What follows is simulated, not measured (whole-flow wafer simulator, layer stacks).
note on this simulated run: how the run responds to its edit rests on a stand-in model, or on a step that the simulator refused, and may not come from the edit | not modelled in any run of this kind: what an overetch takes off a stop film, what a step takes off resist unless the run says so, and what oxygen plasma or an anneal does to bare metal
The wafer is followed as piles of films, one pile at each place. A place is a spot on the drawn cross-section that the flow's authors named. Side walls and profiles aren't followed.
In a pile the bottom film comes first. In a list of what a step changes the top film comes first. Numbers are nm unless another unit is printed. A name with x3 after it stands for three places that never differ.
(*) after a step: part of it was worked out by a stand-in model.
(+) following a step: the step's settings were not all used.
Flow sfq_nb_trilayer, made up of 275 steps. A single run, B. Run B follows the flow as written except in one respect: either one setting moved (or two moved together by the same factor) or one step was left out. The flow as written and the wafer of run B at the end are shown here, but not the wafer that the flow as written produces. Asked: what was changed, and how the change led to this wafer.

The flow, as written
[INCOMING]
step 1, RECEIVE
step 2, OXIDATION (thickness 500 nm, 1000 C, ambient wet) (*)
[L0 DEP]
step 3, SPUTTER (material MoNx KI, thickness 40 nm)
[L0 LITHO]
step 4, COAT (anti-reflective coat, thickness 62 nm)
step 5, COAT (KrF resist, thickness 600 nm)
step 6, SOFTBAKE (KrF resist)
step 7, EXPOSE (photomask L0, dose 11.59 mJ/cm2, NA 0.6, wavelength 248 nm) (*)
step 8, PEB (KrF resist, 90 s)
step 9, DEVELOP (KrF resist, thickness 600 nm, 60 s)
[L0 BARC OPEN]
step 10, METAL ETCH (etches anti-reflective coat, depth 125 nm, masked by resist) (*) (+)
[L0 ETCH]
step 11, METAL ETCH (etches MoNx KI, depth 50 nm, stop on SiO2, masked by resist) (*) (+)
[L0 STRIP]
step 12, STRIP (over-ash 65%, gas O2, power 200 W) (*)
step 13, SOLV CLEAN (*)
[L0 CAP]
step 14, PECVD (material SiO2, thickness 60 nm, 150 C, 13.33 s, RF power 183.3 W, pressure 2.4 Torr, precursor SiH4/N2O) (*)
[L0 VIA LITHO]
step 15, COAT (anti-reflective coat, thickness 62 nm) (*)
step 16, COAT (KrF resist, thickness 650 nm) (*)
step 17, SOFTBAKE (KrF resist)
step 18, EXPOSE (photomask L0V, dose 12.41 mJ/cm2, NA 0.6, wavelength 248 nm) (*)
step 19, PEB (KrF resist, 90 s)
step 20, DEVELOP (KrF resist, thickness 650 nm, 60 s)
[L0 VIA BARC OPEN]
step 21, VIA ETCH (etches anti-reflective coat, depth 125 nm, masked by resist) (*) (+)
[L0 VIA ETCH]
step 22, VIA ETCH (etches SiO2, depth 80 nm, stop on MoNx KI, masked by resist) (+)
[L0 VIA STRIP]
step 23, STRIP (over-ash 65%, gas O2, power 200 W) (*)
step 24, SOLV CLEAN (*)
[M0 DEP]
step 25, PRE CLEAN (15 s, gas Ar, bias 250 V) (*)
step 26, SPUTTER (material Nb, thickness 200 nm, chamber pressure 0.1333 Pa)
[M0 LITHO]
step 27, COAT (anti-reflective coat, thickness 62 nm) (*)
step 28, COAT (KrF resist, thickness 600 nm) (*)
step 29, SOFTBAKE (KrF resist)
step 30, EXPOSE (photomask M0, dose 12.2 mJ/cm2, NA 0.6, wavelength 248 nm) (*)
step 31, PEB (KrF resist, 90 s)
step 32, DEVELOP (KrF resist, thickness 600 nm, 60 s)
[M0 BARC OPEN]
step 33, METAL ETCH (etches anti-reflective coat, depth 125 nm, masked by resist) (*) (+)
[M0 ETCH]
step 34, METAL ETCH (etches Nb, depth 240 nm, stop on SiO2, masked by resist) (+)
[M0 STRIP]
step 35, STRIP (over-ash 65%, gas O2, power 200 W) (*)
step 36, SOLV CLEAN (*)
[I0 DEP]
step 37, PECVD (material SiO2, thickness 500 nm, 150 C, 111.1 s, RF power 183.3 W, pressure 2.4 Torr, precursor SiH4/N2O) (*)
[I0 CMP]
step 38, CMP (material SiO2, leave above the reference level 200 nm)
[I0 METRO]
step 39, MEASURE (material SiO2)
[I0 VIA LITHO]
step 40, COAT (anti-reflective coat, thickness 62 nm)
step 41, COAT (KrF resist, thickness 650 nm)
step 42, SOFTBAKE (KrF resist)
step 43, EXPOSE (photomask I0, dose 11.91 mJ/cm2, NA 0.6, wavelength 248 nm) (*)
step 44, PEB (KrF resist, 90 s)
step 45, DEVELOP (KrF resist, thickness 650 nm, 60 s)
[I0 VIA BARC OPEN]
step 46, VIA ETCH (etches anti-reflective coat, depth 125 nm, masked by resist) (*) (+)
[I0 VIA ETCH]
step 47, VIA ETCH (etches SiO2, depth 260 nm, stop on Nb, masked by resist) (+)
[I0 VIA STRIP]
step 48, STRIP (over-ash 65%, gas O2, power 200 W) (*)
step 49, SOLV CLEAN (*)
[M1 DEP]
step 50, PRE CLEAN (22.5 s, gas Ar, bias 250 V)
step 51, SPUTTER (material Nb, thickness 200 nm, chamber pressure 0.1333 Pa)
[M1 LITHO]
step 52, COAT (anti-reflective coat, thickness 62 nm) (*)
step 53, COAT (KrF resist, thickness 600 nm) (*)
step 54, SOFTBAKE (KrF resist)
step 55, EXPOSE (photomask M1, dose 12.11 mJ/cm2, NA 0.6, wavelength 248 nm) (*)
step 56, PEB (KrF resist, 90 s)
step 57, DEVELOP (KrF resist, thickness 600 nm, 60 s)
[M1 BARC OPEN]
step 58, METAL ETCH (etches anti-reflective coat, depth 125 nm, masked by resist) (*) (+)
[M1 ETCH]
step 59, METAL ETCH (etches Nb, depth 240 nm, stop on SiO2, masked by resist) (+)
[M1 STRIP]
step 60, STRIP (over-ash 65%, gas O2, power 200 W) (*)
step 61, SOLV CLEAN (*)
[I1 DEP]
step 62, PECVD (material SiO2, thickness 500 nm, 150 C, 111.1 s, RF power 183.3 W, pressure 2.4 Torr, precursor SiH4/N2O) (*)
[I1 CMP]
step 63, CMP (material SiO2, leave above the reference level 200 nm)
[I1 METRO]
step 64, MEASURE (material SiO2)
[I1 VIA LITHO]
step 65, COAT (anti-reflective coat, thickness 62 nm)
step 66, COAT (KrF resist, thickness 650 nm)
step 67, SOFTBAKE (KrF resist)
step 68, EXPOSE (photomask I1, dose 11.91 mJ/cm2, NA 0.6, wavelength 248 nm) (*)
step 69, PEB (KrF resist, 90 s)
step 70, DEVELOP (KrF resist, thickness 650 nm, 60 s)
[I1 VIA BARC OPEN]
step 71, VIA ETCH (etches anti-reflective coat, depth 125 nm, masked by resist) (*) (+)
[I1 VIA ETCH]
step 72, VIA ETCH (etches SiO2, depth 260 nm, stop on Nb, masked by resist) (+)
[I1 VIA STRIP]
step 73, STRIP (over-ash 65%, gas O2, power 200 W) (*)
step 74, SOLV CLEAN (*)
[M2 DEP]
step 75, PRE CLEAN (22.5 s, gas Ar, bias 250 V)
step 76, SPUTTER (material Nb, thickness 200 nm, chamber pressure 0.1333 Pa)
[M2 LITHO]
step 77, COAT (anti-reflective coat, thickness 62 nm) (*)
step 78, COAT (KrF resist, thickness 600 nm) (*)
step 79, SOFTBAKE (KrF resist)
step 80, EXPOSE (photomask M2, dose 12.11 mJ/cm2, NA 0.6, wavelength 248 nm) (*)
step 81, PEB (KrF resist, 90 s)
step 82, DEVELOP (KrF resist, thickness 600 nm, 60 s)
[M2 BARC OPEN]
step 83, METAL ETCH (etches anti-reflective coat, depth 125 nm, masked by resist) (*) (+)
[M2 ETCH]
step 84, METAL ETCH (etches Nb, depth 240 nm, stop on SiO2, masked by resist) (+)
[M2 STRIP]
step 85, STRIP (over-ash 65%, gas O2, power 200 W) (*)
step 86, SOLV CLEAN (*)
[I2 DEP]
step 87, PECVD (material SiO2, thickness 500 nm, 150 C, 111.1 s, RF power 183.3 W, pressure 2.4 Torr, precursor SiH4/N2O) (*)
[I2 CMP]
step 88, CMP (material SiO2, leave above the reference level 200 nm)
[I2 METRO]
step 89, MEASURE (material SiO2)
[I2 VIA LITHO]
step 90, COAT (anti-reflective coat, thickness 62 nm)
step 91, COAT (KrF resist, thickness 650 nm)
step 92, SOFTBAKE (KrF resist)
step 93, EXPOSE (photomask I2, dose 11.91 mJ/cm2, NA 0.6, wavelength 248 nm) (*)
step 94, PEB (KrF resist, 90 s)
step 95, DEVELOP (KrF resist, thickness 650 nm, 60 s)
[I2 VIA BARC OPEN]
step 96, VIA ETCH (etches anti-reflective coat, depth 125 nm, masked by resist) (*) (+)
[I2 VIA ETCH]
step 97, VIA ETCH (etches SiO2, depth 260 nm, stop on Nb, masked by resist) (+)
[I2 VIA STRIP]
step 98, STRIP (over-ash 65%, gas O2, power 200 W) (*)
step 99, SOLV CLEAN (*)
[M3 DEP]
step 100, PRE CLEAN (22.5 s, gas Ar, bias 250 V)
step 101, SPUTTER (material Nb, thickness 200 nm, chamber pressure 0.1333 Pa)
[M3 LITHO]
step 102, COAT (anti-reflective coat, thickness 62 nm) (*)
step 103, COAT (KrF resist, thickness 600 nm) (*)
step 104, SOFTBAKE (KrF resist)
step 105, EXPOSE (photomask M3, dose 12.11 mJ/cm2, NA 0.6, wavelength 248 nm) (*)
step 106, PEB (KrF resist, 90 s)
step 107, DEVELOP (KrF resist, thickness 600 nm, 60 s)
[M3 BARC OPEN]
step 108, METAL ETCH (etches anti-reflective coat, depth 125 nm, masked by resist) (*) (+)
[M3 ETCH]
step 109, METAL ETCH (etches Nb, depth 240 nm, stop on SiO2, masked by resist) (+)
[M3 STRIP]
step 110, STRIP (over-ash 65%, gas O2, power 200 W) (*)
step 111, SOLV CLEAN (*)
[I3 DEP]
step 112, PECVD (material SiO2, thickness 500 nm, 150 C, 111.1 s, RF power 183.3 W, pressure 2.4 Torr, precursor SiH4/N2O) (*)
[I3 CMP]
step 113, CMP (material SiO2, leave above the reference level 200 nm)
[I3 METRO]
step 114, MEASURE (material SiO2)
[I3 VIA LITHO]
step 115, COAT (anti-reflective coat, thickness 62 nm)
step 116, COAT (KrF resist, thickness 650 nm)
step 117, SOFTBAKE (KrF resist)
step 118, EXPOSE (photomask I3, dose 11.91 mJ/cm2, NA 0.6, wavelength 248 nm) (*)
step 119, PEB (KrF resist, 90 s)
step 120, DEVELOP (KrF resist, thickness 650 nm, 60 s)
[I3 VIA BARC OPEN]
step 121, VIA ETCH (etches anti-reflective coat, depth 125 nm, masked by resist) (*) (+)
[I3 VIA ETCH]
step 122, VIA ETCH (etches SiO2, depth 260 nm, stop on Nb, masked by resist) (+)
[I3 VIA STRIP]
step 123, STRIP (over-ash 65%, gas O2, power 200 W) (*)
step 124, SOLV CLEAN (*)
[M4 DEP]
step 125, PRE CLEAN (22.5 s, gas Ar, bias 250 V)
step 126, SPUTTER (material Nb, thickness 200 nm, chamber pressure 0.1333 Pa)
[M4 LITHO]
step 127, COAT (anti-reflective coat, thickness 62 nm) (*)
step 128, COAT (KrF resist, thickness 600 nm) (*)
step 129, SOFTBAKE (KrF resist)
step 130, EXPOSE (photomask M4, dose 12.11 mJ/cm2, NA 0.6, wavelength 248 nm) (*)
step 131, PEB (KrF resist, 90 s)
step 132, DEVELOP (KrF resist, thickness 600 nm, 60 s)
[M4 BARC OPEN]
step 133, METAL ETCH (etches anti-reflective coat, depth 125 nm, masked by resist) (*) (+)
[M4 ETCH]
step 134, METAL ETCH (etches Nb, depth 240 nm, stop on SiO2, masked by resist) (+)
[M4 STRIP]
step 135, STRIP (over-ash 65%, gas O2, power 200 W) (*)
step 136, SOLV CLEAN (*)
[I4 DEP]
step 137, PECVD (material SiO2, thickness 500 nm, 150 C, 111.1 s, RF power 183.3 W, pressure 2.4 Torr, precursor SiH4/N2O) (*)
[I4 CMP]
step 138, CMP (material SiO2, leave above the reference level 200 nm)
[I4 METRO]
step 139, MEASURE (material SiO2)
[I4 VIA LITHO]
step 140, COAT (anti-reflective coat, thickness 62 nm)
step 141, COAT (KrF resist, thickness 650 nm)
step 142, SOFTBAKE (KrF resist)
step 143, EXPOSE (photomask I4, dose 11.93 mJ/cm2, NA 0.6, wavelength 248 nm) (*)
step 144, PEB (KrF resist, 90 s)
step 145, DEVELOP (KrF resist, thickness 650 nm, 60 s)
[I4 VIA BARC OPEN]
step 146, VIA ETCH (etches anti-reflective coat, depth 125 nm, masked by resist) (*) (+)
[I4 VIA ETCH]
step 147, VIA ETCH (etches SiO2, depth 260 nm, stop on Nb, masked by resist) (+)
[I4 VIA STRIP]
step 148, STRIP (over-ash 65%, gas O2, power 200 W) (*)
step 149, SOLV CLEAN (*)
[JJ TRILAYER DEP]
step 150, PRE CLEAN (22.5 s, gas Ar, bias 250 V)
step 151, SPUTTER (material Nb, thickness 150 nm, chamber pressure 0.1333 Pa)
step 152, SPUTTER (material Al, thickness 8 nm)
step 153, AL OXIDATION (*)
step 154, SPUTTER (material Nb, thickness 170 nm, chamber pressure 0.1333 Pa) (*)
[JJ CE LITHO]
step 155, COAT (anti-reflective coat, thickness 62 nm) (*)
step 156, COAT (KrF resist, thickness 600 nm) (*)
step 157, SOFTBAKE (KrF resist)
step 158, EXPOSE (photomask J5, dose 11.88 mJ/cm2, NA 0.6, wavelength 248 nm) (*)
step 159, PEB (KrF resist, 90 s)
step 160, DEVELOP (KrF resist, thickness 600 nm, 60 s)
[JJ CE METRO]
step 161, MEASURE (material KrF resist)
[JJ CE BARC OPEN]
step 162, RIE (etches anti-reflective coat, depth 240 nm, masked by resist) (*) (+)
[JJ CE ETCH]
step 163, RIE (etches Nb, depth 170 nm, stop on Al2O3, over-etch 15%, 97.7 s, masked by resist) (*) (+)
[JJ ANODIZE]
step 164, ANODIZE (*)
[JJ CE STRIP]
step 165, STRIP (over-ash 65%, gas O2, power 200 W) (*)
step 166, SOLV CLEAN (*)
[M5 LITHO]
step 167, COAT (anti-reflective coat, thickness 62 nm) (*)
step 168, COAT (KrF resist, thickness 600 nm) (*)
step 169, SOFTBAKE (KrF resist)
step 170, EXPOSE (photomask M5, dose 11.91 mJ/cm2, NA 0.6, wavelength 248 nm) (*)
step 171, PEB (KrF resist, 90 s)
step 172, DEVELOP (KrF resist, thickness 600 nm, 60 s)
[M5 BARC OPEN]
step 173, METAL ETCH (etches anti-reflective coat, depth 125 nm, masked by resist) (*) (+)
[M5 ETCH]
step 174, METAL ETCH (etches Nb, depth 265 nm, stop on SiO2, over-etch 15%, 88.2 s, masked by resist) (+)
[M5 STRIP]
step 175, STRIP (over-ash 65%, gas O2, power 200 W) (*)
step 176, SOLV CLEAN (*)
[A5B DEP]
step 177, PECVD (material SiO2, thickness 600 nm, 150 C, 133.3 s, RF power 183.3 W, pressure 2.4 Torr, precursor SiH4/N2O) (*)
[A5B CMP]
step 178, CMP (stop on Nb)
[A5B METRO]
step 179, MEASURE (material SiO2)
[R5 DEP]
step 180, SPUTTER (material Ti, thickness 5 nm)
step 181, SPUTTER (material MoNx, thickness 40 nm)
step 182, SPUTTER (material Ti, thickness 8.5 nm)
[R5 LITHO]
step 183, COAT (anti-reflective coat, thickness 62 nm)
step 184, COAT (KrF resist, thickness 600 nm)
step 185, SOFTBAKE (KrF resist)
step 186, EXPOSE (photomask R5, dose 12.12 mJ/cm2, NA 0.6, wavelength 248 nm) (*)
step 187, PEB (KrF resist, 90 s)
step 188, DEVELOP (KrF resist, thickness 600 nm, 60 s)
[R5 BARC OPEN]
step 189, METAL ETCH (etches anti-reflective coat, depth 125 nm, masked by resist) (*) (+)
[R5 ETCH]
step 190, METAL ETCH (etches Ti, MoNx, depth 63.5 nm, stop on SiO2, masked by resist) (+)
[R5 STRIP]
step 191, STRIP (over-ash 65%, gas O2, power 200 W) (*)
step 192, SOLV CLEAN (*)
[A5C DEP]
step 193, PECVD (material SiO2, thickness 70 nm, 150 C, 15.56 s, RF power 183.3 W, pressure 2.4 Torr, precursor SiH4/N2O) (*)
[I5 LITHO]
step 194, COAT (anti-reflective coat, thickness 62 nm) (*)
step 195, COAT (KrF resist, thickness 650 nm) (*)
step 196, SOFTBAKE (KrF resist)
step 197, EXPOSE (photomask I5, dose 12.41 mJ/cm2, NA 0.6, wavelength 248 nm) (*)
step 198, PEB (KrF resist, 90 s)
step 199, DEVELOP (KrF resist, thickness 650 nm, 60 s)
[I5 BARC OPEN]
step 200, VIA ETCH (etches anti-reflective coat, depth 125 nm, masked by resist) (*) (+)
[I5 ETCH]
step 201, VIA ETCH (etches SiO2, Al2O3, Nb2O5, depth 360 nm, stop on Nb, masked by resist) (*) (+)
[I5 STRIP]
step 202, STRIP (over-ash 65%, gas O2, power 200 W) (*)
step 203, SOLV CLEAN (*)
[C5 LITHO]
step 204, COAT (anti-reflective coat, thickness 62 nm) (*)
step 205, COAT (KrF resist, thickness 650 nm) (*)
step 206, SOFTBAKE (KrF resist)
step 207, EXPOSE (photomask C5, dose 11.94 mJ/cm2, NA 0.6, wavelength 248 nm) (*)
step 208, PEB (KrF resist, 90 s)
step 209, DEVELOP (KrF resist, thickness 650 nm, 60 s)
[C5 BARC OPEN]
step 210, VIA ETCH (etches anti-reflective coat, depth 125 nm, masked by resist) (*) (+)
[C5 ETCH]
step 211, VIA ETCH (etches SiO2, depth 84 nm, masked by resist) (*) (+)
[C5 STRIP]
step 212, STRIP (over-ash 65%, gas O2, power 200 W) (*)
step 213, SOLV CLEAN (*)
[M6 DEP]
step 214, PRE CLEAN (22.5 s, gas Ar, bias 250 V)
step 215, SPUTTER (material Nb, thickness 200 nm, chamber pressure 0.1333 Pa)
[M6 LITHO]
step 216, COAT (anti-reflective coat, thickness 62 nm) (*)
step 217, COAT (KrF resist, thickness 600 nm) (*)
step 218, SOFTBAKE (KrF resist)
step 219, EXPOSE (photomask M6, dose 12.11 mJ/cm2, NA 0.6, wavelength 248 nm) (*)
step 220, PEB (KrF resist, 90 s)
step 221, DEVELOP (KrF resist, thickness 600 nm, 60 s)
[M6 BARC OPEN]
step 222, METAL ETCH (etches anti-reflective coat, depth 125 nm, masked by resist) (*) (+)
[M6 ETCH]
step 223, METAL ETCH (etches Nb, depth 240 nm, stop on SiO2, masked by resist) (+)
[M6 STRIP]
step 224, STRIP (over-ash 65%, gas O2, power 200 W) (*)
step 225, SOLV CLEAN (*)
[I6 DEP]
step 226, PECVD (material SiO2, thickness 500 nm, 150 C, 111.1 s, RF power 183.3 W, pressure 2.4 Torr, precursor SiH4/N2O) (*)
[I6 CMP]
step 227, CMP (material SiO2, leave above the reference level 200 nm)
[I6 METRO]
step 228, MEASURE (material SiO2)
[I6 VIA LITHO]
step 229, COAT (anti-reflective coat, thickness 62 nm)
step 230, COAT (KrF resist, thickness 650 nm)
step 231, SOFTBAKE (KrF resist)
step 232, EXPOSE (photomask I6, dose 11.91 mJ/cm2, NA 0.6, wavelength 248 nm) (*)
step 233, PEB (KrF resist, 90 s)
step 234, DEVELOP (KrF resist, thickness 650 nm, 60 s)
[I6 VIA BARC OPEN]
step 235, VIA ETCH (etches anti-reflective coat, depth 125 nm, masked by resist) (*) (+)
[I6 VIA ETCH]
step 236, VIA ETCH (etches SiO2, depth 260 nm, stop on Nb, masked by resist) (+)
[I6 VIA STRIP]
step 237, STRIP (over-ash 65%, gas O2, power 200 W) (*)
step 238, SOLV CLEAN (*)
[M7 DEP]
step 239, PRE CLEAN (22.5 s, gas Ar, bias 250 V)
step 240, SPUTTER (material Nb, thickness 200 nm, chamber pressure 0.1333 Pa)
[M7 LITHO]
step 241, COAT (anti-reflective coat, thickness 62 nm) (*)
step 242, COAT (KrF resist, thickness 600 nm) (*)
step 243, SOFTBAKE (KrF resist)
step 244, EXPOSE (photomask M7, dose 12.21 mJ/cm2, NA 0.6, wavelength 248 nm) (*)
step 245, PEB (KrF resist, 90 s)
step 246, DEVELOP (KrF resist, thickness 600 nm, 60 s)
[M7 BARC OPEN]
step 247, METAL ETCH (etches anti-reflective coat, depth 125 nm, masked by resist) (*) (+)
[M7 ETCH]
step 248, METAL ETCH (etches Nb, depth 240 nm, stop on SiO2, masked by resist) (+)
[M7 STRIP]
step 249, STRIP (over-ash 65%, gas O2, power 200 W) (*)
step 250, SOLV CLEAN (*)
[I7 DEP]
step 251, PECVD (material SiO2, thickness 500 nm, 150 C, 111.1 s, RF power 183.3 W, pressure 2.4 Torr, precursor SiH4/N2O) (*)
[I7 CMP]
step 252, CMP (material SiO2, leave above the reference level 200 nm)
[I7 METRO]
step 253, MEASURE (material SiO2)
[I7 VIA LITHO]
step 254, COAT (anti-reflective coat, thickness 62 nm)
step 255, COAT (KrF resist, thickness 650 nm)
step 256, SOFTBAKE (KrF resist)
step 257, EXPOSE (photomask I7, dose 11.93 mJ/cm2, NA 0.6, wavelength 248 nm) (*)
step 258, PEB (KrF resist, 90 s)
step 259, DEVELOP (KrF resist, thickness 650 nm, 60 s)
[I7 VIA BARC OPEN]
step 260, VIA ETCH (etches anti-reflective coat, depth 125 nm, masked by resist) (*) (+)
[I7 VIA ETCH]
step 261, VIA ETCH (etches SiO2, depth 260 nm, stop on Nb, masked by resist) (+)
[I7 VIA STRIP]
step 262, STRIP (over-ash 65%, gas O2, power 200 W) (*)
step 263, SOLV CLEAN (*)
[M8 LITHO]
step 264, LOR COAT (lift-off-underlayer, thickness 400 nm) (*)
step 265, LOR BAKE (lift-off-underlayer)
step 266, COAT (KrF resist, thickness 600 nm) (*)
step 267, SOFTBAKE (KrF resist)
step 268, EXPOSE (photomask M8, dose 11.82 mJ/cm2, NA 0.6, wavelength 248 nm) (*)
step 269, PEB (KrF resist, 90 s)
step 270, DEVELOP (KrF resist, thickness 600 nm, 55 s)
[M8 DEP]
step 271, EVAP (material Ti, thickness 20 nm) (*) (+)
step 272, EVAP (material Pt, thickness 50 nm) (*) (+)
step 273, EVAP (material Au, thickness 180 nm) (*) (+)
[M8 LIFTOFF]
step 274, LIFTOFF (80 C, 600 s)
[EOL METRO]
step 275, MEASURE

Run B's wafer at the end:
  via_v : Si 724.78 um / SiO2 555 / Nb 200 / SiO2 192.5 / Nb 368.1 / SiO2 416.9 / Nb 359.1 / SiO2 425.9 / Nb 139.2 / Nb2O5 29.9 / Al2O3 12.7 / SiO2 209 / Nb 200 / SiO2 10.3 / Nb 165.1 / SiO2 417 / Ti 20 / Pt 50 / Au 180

Cause: step 236, VIA ETCH: depth 182 nm was run, while the flow as written has depth 260 nm.

The path from the change to this, step by step:
  step 236, VIA ETCH (etches SiO2, depth 260 nm, stop on Nb, masked by resist) (+)
      via_v: -182 SiO2 (as written it would have been: -199.8 SiO2 (all of it))
      field_l, v_sur, via_wl and 102 more: -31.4 KrF resist (as written it would have been: -44.8 KrF resist)
  step 237, STRIP (over-ash 65%, gas O2, power 200 W) (*)
      field_l, v_sur, via_wl and 102 more: -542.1 KrF resist (all of it), -62 anti-reflective coat (all of it) (as written it would have been: -528.6 KrF resist (all of it), -62 anti-reflective coat (all of it))
  step 239, PRE CLEAN (22.5 s, gas Ar, bias 250 V)
      via_v: -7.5 SiO2 (as written it would have been: -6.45 Nb)
  step 240, SPUTTER (material Nb, thickness 200 nm, chamber pressure 0.1333 Pa)
      via_v: +165.1 Nb (new film) (as written it would have been: +161.1 Nb)
  step 241, COAT (anti-reflective coat, thickness 62 nm) (*)
      via_v: +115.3 anti-reflective coat (new film) (as written it would have been: +126 anti-reflective coat (new film))
      wire: +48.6 anti-reflective coat (new film) (as written it would have been: +50.3 anti-reflective coat (new film))
  step 249, STRIP (over-ash 65%, gas O2, power 200 W) (*)
      via_v: -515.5 KrF resist (all of it), -115.3 anti-reflective coat (all of it) (as written it would have been: -524.5 KrF resist (all of it), -126 anti-reflective coat (all of it))
      wire: -376.2 KrF resist (all of it), -48.6 anti-reflective coat (all of it) (as written it would have been: -374.1 KrF resist (all of it), -50.3 anti-reflective coat (all of it))
  step 251, PECVD (material SiO2, thickness 500 nm, 150 C, 111.1 s, RF power 183.3 W, pressure 2.4 Torr, precursor SiH4/N2O) (*)
      via_v: +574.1 SiO2 (new film) (as written it would have been: +621 SiO2 (new film))
  step 252, CMP (material SiO2, leave above the reference level 200 nm)
      via_v: -157.1 SiO2 (as written it would have been: -183.1 SiO2)
With metal films that touch counted as one body, via_v has 7 bodies (between them, from the top down: SiO2 417; SiO2 10.3; SiO2 209 / Al2O3 12.7 / Nb2O5 29.9; SiO2 425.9; SiO2 416.9; SiO2 192.5); the flow as written gives 6 bodies (between them, from the top down: SiO2 437.8; SiO2 209 / Al2O3 12.7 / Nb2O5 29.9; SiO2 425.9; SiO2 416.9; SiO2 192.5).
